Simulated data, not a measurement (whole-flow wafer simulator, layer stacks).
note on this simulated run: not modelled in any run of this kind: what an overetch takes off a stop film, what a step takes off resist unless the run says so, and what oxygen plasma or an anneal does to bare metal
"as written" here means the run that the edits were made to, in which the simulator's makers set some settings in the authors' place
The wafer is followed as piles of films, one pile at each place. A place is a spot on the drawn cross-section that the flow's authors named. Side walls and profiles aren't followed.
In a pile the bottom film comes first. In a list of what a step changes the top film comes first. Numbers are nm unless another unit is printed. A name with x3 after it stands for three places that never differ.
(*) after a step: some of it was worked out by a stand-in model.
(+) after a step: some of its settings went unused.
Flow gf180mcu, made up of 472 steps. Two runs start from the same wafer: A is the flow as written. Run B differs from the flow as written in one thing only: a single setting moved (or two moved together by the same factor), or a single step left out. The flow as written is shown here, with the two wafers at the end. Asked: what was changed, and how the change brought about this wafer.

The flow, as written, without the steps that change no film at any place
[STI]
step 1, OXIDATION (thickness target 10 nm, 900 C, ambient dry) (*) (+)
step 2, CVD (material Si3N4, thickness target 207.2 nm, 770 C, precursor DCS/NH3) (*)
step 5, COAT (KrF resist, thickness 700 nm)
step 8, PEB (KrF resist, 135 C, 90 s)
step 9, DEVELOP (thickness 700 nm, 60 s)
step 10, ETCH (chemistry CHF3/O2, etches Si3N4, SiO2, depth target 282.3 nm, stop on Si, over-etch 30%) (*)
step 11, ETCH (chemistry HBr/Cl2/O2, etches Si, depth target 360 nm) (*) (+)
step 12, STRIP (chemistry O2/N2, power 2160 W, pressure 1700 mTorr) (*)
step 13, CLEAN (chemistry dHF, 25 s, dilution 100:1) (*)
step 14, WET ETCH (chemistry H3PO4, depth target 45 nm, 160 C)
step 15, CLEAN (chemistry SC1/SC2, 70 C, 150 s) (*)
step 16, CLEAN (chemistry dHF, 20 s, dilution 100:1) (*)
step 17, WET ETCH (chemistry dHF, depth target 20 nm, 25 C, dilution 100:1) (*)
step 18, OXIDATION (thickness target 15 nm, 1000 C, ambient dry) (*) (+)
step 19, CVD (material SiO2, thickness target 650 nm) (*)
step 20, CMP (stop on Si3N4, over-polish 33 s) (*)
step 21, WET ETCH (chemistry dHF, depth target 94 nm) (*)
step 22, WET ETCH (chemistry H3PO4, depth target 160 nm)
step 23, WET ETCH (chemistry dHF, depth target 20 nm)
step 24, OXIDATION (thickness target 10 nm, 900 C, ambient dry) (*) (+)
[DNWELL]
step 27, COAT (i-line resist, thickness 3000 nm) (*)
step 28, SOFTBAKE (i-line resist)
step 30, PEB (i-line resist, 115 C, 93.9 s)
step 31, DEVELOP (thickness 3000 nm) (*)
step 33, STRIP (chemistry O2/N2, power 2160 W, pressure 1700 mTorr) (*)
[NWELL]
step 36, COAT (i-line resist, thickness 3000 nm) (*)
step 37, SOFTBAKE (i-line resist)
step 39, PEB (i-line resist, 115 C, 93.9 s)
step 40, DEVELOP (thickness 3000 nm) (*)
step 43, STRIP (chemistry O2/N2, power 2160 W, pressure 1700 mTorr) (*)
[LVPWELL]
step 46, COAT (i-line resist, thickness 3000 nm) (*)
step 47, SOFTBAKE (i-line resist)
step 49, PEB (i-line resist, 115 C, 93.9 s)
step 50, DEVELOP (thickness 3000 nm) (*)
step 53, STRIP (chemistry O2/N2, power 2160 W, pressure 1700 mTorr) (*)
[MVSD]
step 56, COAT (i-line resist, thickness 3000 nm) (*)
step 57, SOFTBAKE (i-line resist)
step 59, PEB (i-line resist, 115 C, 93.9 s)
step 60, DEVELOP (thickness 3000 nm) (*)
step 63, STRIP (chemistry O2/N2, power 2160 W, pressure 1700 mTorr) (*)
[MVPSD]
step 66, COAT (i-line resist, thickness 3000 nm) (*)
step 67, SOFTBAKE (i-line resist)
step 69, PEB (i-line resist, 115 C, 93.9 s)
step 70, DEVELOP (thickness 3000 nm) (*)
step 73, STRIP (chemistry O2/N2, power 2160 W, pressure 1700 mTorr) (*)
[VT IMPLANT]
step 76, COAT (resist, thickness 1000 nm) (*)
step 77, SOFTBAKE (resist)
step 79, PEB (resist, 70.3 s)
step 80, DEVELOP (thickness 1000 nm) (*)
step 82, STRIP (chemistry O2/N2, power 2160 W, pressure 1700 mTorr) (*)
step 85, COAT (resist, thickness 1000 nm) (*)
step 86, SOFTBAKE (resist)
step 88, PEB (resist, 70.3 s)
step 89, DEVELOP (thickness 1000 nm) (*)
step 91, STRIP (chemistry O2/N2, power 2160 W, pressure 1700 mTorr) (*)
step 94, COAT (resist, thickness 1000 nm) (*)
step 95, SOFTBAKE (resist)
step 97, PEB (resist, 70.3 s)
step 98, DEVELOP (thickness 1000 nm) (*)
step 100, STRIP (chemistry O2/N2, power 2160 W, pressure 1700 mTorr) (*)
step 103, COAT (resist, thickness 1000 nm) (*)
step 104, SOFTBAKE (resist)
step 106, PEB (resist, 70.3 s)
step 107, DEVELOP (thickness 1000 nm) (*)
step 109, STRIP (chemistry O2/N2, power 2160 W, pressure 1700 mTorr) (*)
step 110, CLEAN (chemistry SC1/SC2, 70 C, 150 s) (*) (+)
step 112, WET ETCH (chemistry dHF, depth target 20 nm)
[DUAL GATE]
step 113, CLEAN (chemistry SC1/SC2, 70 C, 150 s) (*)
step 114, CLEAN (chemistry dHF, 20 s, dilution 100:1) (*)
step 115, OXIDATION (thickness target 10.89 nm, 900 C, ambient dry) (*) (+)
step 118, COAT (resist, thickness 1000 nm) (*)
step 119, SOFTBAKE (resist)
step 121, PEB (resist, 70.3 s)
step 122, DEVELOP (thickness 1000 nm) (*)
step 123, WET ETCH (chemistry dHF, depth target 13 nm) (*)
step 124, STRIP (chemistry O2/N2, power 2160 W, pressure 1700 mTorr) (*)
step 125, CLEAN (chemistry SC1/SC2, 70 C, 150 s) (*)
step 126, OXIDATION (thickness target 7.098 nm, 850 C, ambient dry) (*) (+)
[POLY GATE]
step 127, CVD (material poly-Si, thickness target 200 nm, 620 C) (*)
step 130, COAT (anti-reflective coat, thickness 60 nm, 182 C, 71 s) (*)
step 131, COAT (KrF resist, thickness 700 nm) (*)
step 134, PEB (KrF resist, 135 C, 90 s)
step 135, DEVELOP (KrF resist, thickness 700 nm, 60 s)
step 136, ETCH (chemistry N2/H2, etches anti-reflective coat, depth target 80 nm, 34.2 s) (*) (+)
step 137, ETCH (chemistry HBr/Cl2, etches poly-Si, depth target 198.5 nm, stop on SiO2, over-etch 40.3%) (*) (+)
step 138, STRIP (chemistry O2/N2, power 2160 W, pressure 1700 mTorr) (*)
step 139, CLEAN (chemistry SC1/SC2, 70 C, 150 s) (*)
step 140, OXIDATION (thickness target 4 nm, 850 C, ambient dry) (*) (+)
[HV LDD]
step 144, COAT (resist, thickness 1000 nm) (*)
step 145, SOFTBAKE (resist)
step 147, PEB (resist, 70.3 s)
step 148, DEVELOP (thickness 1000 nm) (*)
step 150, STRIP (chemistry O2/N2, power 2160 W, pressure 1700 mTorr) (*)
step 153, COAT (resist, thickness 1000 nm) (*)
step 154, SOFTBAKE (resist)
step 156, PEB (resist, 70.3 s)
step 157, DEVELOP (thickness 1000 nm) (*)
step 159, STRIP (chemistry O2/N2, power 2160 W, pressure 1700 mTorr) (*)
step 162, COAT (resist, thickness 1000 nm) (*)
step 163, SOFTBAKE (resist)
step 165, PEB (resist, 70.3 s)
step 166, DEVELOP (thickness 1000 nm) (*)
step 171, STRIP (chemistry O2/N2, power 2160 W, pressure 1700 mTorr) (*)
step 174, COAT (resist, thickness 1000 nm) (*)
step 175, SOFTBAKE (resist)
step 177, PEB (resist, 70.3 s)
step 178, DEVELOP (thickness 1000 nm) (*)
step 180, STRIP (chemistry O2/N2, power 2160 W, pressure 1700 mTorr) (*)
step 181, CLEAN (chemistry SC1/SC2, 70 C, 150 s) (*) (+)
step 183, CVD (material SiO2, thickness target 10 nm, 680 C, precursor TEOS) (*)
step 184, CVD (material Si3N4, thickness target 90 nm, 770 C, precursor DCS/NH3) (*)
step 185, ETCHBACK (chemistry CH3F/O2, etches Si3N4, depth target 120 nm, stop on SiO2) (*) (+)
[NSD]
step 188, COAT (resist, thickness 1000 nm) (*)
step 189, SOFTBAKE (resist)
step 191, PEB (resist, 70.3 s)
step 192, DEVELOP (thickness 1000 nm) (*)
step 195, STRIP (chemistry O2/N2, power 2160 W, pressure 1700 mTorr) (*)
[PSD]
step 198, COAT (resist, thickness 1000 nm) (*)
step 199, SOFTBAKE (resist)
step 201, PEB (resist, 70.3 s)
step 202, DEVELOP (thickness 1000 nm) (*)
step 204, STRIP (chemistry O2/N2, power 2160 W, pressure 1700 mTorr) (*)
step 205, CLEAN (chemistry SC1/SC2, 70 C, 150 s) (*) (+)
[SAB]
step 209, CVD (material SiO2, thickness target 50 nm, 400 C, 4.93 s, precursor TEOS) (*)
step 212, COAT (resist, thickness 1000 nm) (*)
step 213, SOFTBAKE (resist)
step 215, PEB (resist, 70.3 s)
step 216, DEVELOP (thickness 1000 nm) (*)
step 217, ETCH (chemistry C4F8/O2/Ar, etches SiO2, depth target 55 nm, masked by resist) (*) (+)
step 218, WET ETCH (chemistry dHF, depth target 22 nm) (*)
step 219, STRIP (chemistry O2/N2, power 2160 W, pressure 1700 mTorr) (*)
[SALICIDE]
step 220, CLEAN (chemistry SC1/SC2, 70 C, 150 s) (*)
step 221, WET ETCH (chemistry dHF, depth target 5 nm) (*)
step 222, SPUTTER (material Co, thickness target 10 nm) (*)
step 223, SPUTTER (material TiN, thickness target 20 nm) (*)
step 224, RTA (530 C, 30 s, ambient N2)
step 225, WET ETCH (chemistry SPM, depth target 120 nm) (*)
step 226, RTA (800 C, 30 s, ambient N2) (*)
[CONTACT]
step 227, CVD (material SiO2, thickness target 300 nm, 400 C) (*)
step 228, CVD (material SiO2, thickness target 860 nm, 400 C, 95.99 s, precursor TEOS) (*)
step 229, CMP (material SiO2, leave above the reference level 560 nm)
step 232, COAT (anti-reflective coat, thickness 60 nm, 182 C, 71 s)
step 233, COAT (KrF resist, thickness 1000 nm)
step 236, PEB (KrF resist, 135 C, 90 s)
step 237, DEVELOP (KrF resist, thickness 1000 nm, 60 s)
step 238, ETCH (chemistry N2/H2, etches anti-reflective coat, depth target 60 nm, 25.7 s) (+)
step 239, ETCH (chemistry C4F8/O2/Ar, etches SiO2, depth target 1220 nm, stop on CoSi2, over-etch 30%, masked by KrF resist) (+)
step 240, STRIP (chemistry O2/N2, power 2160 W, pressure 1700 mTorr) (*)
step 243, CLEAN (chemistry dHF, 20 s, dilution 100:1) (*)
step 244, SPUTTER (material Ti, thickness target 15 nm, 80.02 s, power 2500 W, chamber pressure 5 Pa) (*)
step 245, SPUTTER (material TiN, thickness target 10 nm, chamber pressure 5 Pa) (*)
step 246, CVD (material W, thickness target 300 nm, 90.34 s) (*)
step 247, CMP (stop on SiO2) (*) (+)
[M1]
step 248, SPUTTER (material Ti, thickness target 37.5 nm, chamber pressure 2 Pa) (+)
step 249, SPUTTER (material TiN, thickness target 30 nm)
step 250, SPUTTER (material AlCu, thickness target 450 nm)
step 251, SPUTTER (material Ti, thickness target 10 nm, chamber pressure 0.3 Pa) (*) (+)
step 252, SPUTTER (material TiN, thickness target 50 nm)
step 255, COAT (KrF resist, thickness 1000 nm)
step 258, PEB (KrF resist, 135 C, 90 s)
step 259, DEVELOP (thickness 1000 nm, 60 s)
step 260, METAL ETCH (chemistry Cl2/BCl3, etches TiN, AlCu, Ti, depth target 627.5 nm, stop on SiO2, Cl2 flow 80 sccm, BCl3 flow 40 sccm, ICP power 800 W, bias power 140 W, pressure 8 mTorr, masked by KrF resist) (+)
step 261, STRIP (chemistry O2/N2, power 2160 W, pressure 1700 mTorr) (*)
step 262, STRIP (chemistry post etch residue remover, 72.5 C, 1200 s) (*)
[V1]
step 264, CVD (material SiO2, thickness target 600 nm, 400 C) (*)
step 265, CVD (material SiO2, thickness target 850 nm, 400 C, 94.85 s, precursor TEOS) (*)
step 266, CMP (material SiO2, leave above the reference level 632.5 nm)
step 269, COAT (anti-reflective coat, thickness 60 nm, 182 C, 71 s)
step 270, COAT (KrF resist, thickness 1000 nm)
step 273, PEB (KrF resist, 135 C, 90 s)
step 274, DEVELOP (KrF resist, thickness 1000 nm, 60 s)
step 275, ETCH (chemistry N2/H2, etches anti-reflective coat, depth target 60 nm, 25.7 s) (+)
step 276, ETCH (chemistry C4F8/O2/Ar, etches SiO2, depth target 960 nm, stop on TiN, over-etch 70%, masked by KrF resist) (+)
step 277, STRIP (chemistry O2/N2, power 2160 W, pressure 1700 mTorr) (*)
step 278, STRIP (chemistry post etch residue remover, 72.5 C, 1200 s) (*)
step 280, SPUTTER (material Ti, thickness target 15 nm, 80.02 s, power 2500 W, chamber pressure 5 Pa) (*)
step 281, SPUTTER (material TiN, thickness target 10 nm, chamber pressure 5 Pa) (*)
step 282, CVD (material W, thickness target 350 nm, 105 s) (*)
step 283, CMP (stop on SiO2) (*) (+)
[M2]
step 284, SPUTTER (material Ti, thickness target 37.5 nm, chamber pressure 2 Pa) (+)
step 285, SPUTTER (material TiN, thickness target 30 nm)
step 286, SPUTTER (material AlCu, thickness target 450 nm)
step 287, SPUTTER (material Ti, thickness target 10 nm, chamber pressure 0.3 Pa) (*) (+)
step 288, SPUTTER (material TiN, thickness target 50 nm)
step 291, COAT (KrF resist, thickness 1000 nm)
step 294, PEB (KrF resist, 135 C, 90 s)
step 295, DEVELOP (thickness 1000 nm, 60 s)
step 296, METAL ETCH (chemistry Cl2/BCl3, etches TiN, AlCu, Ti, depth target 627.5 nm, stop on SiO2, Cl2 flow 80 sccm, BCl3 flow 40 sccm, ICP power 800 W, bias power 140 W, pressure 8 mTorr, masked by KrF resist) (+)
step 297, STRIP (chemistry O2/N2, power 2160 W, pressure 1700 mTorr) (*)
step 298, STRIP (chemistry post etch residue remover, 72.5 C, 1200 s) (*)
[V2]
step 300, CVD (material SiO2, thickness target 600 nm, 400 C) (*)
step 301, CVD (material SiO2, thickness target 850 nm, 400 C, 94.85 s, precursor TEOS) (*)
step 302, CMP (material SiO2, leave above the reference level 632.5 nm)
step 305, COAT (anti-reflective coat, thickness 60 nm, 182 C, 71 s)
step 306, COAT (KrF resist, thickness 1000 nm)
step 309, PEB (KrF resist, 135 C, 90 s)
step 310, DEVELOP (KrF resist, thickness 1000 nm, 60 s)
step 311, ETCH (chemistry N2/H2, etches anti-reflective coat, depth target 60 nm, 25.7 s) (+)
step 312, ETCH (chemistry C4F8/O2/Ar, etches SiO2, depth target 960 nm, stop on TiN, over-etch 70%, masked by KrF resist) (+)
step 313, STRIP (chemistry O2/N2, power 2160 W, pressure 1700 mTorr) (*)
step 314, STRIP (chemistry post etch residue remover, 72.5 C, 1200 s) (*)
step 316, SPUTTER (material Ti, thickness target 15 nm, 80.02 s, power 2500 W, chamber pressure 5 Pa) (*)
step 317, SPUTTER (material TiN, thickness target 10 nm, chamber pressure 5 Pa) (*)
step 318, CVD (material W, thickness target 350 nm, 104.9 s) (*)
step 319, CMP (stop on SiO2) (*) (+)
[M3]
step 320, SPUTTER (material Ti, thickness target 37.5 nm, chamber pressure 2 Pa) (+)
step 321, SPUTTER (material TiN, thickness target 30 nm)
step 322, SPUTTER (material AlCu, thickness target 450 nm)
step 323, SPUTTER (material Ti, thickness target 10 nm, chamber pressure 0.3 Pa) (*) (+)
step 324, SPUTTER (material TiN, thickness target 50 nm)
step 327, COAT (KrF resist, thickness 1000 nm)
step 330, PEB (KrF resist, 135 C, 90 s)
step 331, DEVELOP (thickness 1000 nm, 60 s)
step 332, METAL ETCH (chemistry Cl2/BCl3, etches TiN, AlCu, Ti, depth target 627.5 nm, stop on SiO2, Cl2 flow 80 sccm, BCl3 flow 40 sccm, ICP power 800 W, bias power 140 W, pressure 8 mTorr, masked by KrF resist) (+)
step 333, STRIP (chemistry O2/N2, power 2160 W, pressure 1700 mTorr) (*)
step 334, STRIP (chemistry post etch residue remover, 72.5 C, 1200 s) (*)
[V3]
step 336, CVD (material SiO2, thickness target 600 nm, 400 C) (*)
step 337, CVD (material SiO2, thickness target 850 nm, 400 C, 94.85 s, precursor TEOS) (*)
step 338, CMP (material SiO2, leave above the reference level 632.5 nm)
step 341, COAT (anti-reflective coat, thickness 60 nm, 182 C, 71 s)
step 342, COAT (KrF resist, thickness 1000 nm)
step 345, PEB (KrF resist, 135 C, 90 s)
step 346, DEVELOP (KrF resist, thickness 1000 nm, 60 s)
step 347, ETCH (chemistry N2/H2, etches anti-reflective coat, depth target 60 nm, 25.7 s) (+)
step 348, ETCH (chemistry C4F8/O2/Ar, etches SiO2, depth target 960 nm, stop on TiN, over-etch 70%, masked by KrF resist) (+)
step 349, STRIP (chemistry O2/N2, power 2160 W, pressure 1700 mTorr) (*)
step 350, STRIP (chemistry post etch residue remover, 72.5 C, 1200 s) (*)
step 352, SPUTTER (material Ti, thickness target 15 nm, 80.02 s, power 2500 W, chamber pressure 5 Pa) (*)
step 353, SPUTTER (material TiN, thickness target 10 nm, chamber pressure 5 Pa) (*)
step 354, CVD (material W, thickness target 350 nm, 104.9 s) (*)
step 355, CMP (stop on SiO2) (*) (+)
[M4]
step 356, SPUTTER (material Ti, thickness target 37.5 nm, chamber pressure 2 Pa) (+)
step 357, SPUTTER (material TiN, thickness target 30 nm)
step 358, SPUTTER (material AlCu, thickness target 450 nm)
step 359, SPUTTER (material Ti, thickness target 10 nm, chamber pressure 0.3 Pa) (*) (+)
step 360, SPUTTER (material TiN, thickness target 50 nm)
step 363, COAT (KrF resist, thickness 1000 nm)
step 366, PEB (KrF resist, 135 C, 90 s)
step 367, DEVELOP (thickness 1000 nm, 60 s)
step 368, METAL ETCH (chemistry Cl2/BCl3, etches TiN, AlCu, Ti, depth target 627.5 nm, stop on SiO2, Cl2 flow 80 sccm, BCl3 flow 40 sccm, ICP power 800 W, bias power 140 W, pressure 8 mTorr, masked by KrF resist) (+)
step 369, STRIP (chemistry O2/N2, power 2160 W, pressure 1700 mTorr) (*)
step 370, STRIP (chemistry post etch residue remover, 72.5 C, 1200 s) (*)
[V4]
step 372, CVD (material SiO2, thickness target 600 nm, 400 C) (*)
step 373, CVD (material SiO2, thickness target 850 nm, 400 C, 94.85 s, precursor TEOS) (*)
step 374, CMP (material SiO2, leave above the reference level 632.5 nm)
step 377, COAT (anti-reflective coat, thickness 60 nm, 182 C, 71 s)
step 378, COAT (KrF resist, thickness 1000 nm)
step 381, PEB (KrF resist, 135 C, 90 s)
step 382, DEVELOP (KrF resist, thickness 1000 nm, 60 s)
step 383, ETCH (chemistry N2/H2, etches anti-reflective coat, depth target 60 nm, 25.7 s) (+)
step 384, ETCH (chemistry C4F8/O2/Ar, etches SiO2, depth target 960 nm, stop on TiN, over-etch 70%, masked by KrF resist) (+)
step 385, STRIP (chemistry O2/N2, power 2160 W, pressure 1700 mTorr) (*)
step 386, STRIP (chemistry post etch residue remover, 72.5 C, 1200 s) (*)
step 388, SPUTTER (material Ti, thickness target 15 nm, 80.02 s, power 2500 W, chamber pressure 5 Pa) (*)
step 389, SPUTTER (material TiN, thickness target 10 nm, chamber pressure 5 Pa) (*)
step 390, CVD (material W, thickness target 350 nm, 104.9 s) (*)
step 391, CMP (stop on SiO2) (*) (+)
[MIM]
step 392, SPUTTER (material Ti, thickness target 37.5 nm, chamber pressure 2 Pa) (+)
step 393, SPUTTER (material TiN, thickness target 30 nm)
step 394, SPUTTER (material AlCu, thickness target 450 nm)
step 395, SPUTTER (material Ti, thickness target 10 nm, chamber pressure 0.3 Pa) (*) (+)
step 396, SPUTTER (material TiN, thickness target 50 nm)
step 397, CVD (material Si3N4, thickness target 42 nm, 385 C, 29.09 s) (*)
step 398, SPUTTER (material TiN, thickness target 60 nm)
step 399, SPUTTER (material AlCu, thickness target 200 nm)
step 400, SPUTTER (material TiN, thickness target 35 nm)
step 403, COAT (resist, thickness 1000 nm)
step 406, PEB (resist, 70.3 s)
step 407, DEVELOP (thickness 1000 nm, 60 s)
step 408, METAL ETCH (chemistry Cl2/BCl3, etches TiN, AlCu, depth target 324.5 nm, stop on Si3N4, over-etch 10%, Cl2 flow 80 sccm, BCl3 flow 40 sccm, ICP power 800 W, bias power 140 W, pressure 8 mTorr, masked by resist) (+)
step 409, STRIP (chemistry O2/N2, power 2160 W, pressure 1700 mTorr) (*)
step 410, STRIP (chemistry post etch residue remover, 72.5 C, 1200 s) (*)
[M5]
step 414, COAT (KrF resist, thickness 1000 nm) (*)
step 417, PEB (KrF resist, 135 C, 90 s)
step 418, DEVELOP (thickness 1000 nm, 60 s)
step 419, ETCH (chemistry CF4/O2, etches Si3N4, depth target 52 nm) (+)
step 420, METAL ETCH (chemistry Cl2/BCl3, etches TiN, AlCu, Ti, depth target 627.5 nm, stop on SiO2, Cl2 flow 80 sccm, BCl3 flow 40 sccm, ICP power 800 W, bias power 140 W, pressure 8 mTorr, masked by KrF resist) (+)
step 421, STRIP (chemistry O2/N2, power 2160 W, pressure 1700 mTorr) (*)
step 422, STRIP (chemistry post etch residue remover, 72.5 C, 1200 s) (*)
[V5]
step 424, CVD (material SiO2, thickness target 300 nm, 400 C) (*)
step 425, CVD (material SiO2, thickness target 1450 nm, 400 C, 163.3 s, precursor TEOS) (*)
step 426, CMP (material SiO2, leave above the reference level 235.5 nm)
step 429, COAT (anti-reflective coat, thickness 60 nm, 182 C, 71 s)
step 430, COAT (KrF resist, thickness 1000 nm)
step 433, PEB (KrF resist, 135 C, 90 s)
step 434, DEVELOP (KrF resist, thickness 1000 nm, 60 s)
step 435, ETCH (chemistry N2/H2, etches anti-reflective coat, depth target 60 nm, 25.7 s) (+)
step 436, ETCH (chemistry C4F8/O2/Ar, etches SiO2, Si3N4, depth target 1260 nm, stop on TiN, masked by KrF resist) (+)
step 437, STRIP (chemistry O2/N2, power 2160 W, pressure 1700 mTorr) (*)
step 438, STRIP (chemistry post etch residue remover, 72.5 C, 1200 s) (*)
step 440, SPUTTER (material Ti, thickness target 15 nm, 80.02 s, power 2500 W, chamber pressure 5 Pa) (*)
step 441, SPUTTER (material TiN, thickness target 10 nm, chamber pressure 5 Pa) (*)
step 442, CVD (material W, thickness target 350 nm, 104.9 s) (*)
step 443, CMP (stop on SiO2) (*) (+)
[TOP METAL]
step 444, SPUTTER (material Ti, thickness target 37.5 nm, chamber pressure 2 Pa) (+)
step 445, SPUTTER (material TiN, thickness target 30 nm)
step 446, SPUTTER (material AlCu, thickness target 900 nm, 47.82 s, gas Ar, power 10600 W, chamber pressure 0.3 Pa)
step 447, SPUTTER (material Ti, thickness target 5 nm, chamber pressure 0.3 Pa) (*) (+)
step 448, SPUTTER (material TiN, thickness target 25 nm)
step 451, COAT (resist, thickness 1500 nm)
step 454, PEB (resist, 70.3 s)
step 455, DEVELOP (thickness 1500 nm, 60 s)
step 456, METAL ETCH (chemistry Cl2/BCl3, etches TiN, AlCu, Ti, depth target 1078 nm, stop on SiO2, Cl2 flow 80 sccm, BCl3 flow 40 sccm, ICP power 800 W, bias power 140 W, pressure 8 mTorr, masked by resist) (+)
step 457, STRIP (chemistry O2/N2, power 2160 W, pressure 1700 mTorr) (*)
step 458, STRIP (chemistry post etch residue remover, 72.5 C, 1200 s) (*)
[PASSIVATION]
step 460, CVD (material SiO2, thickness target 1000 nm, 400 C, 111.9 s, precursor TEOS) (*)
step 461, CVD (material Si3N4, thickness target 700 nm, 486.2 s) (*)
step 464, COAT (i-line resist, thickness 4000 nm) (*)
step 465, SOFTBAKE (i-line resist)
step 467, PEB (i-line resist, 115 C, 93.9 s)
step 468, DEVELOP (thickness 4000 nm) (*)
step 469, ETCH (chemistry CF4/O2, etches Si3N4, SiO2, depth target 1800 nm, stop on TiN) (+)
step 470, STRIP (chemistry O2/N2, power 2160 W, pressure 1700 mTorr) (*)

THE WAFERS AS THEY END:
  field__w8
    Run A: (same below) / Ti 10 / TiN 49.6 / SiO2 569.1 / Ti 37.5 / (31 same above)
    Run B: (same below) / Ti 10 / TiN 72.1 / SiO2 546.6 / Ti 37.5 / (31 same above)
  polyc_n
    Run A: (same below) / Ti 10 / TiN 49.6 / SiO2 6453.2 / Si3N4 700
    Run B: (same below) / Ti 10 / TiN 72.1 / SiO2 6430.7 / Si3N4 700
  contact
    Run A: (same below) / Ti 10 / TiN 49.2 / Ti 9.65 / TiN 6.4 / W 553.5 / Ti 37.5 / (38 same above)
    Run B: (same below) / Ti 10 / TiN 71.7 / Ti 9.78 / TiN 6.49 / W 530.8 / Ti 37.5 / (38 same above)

The reason: step 252, SPUTTER: thickness target 72.5 nm was run, while the flow as written has thickness target 50 nm.

How this came from the change, step by step:
  step 252, SPUTTER (material TiN, thickness target 50 nm)
      field, field__w1, field__w2 and 108 more: A +50 TiN (new film) | B +72.5 TiN (new film)
  step 260, METAL ETCH (chemistry Cl2/BCl3, etches TiN, AlCu, Ti, depth target 627.5 nm, stop on SiO2, Cl2 flow 80 sccm, BCl3 flow 40 sccm, ICP power 800 W, bias power 140 W, pressure 8 mTorr, masked by KrF resist) (+)
      field, field__w1, field__w2 and 99 more: A -50 TiN (all of it), -10 Ti (all of it), -450 AlCu (all of it), -30 TiN (all of it), -37.5 Ti (all of it) | B -72.5 TiN (all of it), -10 Ti (all of it), -450 AlCu (all of it), -30 TiN (all of it), -37.5 Ti (all of it)
  step 266, CMP (material SiO2, leave above the reference level 632.5 nm)
      field__w8, contact, m1 and 6 more: A -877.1 SiO2 | B -899.6 SiO2
  step 276, ETCH (chemistry C4F8/O2/Ar, etches SiO2, depth target 960 nm, stop on TiN, over-etch 70%, masked by KrF resist) (+)
      field, field__w1, field__w2 and 107 more: A -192 KrF resist | B -187 KrF resist
      contact: A -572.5 SiO2 (all of it) | B -550 SiO2 (all of it)
  step 282, CVD (material W, thickness target 350 nm, 105 s) (*)
      contact: A +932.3 W (new film) | B +909.6 W (new film)
